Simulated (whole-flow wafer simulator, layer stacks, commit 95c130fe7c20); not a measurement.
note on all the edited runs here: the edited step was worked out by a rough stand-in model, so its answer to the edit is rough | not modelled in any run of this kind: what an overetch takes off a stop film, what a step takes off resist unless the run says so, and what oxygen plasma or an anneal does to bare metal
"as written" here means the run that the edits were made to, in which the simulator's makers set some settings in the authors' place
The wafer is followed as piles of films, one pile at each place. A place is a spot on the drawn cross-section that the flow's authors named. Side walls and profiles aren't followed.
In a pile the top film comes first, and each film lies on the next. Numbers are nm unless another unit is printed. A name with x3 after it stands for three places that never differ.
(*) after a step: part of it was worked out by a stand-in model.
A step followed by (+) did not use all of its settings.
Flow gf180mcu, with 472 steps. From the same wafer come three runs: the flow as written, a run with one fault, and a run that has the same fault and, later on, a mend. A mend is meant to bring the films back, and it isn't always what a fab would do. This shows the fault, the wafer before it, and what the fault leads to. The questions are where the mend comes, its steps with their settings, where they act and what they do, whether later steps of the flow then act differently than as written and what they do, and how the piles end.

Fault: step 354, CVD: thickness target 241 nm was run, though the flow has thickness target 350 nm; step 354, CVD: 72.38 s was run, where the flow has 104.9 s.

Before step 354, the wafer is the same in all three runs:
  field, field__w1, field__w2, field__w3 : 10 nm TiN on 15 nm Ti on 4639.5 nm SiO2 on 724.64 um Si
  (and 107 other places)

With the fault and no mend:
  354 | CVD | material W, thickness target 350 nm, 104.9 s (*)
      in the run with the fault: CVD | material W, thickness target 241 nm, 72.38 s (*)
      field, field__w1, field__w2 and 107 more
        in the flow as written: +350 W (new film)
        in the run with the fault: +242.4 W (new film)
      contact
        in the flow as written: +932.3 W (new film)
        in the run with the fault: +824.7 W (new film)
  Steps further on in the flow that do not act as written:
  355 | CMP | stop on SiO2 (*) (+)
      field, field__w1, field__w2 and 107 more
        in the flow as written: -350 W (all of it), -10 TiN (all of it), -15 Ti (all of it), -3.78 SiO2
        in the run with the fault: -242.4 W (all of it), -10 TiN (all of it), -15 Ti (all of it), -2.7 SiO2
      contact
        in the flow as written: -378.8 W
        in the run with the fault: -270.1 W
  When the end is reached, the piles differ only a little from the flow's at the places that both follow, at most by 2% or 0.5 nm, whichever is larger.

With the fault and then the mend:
  After step 354 comes the mend.
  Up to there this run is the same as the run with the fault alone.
  354a | CVD | material W, thickness target 109 nm, 32.67 s (the flow's step 354 again, with other settings)
      field, field__w1, field__w2 and 108 more
        +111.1 W
  None of the later steps of the flow differs from how it acts as written, at any place that is followed, by more than 2% or 0.5 nm, whichever is larger.
  When the end is reached, the piles differ only a little from the flow's at the places that both follow, at most by 2% or 0.5 nm, whichever is larger.
